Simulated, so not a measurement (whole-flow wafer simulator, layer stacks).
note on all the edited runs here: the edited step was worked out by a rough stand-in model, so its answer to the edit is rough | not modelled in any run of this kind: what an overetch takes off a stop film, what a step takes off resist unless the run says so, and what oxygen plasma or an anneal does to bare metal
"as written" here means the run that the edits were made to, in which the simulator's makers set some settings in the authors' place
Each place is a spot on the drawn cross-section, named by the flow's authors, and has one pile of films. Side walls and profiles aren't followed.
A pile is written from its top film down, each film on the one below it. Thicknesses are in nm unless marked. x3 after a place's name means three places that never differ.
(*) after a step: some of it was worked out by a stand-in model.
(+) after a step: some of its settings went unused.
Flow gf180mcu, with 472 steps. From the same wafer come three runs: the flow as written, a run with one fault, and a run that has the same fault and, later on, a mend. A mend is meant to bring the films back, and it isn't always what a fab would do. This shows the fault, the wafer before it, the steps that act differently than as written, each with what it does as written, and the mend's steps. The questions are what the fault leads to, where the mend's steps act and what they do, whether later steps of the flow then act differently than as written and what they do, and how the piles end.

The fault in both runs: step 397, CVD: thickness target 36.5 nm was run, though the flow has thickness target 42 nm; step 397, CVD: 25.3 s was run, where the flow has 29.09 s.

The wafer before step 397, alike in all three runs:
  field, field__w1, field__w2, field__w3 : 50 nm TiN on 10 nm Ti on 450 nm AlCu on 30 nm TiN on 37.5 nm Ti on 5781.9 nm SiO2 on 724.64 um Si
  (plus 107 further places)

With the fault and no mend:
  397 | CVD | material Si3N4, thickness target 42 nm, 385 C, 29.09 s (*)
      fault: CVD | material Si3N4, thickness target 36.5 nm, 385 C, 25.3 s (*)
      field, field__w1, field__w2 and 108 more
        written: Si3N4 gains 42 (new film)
        fault: Si3N4 gains 36.6 (new film)
  Steps further on in the flow that do not act as written (not shown: 5 more steps that differ only slightly, by at most 2% or 0.5 nm, whichever is larger):
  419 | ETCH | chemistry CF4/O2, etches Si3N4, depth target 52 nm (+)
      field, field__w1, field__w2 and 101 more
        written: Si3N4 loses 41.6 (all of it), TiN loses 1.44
        fault: Si3N4 loses 36.2 (all of it), TiN loses 2.2
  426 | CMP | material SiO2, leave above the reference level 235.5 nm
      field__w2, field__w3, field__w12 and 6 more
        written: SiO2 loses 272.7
        fault: SiO2 loses 278.4
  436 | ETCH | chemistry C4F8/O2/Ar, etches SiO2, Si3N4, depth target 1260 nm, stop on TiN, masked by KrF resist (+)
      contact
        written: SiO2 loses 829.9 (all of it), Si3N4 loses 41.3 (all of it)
        fault: SiO2 loses 829.9 (all of it), Si3N4 loses 35.8 (all of it)
  By the end, the piles at field__w4, field__w8, m1, m1__w1, mim, mim_1p0, m1_nw depart from the flow's by more than 2% or 0.5 nm, whichever is larger.
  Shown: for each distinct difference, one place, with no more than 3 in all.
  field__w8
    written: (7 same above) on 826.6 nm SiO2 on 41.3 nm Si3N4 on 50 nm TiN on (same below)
    fault: (7 same above) on 826.6 nm SiO2 on 35.8 nm Si3N4 on 50 nm TiN on (same below)
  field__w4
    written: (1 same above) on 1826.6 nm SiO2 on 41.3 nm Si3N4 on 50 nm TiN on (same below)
    fault: (1 same above) on 1826.6 nm SiO2 on 35.8 nm Si3N4 on 50 nm TiN on (same below)
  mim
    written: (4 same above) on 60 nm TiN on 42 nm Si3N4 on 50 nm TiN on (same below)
    fault: (4 same above) on 60 nm TiN on 36.6 nm Si3N4 on 50 nm TiN on (same below)

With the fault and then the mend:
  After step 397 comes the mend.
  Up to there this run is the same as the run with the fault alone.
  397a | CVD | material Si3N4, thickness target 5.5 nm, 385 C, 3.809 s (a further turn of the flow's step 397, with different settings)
      field, field__w1, field__w2 and 108 more
        Si3N4 gains 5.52
  None of the later steps of the flow differs from how it acts as written, at any place that is followed, by more than 2% or 0.5 nm, whichever is larger.
  The piles end only slightly different from the flow's at the places that both follow, by no more than 2% or 0.5 nm, whichever is larger.
